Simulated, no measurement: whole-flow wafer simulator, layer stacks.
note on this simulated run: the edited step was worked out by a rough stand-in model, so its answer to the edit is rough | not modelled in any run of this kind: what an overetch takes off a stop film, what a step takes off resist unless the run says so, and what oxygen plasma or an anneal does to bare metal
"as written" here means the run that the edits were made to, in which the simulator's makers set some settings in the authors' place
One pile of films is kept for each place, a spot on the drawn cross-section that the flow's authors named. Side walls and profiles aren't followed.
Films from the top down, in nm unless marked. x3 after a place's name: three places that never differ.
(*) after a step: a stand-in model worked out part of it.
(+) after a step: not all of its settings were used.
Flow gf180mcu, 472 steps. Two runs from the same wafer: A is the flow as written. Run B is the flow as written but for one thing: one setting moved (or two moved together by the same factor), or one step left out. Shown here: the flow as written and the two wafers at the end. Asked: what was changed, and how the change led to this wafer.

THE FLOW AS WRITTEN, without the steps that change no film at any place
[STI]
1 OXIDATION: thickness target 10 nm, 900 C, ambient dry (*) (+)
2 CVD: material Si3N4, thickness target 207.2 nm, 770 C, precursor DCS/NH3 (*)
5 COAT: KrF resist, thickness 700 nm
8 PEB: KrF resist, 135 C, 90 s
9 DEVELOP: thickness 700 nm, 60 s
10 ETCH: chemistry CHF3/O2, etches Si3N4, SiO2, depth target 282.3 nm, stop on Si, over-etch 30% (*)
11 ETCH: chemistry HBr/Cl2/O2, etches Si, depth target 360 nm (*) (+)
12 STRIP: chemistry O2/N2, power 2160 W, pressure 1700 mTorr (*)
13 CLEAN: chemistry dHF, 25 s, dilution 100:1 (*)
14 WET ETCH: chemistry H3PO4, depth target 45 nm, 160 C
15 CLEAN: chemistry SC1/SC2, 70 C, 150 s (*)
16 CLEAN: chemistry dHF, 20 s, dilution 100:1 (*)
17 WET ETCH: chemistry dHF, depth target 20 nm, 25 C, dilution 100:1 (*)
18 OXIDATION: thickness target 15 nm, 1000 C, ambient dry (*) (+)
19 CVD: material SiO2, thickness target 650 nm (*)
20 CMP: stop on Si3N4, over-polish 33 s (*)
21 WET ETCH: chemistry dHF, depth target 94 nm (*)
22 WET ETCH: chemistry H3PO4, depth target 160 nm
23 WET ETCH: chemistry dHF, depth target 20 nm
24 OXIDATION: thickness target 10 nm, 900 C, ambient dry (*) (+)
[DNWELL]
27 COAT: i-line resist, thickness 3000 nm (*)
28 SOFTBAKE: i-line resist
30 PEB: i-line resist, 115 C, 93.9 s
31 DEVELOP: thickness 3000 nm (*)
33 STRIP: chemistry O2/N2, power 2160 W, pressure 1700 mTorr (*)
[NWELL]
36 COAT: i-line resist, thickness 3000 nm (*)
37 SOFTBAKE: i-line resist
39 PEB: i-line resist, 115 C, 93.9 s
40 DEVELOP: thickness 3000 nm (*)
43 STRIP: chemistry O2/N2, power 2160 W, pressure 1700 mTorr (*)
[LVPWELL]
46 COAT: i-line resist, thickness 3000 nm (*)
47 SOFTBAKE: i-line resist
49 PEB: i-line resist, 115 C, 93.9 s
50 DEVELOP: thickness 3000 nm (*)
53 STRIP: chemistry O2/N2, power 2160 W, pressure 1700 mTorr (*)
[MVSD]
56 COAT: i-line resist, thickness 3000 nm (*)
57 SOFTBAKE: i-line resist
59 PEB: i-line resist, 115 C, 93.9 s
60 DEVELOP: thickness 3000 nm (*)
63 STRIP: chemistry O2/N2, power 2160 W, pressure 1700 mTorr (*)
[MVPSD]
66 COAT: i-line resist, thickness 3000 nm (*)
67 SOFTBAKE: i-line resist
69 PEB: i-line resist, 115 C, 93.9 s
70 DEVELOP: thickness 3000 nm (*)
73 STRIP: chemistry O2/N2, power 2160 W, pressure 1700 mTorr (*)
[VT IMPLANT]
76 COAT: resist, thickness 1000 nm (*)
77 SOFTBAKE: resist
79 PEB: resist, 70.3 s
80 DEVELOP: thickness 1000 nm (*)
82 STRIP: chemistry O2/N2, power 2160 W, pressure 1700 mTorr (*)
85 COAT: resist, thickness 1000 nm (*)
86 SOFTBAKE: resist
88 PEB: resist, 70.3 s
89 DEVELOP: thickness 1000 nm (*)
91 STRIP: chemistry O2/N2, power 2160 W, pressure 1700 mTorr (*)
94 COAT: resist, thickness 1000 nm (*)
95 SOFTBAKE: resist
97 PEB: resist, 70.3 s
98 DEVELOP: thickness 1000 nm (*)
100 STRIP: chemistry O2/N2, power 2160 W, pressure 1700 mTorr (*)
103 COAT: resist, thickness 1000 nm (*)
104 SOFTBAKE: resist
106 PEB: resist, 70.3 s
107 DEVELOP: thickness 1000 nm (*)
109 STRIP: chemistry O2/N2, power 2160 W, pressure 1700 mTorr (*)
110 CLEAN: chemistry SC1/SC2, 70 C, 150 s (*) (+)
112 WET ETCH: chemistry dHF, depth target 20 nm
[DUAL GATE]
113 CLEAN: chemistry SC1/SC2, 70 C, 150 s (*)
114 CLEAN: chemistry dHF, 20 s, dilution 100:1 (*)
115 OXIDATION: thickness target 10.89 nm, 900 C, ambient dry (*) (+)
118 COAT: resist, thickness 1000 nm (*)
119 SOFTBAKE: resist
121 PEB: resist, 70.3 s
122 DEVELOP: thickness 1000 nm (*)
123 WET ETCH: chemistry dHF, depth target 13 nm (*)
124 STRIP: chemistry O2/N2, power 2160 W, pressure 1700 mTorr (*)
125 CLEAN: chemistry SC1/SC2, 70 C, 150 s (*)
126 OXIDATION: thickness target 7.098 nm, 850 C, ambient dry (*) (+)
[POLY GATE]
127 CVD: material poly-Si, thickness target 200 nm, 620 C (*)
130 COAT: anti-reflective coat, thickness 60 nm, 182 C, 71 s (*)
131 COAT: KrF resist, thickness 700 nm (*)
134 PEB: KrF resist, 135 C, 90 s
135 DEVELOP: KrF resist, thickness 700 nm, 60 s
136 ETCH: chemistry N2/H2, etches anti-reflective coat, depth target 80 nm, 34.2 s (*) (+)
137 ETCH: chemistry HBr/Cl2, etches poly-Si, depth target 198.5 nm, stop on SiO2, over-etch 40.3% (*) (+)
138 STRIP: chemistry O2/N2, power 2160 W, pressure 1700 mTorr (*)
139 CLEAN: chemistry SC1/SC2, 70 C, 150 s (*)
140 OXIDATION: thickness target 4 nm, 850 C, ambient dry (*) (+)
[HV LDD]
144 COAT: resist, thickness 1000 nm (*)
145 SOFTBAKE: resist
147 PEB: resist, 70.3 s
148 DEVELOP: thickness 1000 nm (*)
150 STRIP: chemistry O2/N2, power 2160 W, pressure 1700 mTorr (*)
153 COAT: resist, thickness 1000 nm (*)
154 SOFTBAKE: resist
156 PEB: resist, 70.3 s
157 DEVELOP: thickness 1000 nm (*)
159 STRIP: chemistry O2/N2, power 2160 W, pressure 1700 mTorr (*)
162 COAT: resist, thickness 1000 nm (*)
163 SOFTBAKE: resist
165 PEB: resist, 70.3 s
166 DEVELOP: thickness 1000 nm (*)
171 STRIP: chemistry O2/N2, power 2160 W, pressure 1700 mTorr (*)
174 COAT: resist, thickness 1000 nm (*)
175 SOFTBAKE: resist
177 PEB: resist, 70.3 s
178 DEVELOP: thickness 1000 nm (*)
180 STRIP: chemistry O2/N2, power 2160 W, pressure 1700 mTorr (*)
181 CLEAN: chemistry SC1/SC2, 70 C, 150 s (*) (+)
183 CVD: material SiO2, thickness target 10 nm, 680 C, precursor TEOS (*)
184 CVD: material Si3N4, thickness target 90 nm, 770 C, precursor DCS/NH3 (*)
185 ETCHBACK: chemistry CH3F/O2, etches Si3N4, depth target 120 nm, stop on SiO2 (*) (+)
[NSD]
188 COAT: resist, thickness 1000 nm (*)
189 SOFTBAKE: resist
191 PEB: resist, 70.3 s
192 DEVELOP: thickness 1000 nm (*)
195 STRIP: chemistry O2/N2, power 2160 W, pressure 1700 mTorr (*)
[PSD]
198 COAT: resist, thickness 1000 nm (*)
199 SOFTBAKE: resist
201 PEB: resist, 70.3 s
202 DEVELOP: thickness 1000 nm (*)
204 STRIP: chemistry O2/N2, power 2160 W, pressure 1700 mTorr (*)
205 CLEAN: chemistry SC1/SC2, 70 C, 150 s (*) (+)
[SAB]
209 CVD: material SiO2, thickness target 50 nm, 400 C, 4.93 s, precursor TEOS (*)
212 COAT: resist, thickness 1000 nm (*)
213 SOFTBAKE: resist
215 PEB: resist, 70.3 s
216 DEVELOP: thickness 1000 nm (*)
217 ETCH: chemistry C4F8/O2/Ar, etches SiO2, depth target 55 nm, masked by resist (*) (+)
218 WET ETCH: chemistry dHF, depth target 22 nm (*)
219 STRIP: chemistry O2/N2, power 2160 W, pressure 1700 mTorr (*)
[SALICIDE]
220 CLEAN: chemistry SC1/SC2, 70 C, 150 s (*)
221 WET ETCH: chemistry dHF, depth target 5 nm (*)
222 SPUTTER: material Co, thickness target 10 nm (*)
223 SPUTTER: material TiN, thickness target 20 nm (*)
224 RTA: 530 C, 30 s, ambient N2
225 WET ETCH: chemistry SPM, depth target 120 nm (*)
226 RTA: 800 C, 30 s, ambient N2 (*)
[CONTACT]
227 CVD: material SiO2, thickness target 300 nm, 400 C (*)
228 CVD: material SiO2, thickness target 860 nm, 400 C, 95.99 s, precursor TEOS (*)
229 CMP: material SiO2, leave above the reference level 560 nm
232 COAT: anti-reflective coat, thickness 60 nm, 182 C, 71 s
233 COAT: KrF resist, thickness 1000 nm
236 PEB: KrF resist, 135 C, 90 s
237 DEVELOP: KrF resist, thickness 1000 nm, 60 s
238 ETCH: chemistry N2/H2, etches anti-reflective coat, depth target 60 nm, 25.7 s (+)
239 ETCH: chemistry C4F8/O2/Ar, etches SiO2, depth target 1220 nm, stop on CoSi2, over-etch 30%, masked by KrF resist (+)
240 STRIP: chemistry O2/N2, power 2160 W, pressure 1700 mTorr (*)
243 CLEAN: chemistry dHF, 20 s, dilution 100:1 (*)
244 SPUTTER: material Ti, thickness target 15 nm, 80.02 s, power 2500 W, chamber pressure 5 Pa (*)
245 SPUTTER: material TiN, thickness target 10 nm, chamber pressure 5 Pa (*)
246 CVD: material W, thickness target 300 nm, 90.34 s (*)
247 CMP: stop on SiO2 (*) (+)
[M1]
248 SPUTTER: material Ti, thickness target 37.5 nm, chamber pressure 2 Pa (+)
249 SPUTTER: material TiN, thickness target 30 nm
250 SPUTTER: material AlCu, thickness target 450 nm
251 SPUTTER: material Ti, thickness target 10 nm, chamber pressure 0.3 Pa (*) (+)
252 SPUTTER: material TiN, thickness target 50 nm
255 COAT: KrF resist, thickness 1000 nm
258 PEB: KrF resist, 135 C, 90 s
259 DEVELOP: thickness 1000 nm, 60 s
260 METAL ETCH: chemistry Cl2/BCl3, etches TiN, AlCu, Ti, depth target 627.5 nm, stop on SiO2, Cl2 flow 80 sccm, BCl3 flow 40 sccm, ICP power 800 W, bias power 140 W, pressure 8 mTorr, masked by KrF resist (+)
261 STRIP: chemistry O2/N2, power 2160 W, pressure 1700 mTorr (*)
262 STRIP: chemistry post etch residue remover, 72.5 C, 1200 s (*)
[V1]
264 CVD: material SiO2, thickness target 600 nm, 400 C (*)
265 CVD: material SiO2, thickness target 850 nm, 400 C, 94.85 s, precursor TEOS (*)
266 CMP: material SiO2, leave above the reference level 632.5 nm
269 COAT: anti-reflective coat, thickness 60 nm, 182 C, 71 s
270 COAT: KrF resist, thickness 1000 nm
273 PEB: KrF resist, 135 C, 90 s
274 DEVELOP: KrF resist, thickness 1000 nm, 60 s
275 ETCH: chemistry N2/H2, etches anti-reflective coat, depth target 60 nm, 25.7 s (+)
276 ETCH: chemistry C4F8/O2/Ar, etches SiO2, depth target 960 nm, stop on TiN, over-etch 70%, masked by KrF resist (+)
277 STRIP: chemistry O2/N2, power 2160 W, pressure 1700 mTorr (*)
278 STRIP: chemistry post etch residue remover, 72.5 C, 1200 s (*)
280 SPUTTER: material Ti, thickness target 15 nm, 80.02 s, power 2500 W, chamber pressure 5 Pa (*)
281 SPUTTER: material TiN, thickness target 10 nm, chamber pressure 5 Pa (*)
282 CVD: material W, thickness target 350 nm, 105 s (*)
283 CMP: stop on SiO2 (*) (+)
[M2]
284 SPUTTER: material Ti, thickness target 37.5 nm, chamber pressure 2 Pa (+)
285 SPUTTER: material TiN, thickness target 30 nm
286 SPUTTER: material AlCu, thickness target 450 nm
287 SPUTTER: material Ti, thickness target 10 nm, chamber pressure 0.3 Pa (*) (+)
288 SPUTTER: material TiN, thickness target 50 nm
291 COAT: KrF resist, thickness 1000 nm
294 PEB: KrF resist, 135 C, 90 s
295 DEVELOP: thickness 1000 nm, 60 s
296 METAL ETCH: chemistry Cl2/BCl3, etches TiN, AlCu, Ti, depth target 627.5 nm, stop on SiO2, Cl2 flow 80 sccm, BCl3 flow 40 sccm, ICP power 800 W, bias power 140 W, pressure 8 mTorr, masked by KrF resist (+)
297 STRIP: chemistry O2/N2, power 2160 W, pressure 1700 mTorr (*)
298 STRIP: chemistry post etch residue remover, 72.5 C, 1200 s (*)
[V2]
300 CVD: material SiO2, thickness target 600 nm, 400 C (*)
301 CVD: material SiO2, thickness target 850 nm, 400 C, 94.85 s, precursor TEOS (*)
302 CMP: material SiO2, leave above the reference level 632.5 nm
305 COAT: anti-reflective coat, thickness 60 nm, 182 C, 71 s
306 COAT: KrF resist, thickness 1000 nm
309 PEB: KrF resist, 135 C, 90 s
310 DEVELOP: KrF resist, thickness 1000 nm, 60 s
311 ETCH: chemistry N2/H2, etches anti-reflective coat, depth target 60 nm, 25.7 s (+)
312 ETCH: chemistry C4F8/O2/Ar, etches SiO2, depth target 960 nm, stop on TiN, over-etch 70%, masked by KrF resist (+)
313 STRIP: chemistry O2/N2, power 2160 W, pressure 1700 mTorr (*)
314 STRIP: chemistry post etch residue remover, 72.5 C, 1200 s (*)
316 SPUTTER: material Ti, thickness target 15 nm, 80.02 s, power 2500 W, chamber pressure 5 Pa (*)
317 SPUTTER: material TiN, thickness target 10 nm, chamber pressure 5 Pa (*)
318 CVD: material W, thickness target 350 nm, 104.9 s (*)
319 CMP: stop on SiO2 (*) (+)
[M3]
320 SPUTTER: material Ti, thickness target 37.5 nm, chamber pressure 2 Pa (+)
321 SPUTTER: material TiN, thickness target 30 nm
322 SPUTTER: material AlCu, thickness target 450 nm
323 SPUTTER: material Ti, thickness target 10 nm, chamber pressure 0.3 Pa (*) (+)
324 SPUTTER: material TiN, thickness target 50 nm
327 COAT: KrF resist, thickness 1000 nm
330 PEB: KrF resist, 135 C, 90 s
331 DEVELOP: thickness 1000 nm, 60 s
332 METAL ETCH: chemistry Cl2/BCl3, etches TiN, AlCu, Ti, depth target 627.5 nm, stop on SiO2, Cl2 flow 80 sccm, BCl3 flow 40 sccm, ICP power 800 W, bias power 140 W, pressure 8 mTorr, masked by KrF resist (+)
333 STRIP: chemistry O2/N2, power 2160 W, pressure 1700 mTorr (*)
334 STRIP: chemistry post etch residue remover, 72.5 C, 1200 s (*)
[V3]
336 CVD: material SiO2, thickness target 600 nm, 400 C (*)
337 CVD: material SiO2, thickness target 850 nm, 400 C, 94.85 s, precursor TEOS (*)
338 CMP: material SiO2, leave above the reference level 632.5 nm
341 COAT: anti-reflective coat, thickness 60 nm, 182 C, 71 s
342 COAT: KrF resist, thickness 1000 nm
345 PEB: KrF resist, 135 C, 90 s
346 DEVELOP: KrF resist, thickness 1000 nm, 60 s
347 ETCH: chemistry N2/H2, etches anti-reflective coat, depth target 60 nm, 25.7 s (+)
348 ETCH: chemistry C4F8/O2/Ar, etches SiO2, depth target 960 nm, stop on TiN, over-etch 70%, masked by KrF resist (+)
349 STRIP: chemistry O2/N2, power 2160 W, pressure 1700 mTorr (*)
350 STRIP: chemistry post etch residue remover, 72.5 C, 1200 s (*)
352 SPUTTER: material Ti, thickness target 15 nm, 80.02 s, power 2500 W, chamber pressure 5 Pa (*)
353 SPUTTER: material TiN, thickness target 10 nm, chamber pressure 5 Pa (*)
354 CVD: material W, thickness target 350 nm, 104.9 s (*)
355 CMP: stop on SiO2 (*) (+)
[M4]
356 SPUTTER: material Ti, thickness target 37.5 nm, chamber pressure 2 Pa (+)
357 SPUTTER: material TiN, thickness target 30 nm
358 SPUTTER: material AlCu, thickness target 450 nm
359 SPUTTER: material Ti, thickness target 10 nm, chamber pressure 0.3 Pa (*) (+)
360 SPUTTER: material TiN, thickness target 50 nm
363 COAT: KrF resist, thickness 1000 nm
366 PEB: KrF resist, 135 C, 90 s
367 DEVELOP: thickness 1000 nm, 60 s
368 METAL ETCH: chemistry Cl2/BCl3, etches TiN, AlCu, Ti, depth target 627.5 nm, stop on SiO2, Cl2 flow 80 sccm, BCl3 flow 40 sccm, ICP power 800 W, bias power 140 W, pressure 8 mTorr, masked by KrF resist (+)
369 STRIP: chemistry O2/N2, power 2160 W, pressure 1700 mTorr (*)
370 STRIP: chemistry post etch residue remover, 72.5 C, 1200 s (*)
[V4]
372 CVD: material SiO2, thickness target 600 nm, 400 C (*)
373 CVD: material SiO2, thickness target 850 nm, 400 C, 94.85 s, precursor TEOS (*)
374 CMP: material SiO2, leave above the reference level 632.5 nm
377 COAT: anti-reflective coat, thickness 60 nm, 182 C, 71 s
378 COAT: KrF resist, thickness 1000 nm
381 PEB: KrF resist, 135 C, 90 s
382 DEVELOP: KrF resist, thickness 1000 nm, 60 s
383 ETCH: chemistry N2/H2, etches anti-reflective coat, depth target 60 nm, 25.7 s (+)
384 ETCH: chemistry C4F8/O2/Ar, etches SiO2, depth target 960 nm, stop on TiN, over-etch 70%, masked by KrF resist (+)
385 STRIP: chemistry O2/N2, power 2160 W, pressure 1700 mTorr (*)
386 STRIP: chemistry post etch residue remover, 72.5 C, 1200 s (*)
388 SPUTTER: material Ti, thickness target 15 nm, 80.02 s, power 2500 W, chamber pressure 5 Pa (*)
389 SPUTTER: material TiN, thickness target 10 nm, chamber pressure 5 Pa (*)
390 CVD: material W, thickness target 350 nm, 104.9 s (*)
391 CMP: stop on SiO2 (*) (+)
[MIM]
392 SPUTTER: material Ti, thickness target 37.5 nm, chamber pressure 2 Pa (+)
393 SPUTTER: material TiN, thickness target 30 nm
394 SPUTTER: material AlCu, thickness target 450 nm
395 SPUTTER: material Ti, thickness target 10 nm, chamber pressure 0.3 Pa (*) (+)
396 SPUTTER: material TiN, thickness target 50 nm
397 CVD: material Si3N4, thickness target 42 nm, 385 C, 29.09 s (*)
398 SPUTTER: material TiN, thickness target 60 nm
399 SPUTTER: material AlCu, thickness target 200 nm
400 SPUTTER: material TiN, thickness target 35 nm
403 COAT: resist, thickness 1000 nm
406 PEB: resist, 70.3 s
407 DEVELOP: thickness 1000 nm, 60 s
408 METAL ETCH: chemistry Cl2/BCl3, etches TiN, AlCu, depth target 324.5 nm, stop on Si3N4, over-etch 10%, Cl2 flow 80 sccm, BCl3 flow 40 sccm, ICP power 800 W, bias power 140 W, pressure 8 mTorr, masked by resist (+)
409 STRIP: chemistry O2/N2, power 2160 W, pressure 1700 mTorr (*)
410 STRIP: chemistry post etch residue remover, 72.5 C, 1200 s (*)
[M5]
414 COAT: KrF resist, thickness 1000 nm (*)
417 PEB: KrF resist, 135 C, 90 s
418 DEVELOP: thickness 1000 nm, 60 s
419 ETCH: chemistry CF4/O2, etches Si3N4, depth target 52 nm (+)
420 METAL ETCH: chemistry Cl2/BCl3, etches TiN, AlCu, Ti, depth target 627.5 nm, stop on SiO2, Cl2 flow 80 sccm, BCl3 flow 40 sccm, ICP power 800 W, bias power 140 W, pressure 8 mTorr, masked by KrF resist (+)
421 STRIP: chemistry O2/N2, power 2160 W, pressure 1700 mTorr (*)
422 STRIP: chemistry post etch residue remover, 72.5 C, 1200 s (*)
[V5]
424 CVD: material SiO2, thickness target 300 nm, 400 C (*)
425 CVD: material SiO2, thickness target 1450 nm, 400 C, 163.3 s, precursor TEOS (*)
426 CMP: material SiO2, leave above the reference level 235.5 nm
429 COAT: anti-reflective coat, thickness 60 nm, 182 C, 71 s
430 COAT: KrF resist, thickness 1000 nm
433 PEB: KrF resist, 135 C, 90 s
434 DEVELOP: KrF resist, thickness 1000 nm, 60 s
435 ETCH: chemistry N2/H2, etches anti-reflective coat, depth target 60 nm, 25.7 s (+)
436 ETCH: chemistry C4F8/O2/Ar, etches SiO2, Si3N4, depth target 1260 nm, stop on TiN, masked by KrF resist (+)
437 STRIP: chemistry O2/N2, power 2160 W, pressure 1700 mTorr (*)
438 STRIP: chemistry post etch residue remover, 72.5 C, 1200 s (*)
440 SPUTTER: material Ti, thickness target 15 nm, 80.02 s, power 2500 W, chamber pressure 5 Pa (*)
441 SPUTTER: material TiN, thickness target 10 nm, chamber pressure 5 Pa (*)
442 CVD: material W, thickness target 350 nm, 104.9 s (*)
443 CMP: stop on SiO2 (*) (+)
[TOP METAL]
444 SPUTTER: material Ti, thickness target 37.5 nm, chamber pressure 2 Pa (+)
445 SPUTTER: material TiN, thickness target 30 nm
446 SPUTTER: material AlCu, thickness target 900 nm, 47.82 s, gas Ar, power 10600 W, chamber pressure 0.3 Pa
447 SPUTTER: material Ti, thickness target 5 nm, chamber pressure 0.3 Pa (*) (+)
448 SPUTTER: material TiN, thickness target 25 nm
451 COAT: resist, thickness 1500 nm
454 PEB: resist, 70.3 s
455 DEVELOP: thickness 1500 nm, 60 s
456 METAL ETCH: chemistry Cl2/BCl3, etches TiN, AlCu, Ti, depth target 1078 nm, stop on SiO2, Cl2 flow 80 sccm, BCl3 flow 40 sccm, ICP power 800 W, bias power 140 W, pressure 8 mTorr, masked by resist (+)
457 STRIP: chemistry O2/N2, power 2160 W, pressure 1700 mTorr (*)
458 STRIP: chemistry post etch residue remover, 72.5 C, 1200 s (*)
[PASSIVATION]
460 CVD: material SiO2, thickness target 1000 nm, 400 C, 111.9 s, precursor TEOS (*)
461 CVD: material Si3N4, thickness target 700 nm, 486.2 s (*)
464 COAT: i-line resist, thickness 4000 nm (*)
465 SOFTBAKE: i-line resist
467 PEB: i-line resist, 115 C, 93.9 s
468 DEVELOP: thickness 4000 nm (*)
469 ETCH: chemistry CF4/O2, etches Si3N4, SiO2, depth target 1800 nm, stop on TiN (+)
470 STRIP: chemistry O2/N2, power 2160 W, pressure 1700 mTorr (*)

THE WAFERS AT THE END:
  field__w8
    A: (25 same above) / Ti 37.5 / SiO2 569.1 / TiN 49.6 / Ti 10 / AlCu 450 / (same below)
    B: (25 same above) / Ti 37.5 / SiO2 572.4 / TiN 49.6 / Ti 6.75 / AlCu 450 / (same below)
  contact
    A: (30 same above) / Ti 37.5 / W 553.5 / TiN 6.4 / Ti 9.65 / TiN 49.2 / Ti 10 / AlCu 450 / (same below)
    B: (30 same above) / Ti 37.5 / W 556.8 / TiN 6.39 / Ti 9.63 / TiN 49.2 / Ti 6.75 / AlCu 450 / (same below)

The cause: step 287, SPUTTER: thickness target 6.75 nm was run, where the flow has thickness target 10 nm.
It can be read off the wafer: field__w8 has Ti 6.75, and step 287 as written asks for 10 nm.

How the change led to this, step by step:
  287 SPUTTER: material Ti, thickness target 10 nm, chamber pressure 0.3 Pa (*) (+)
      field, field__w1, field__w2 and 108 more: A Ti +10 (new film) | B Ti +6.75 (new film)
  296 METAL ETCH: chemistry Cl2/BCl3, etches TiN, AlCu, Ti, depth target 627.5 nm, stop on SiO2, Cl2 flow 80 sccm, BCl3 flow 40 sccm, ICP power 800 W, bias power 140 W, pressure 8 mTorr, masked by KrF resist (+)
      field, field__w1, field__w2 and 103 more: A TiN -50 (all of it), Ti -10 (all of it), AlCu -450 (all of it), TiN -30 (all of it), Ti -37.5 (all of it) | B TiN -50 (all of it), Ti -6.75 (all of it), AlCu -450 (all of it), TiN -30 (all of it), Ti -37.5 (all of it)
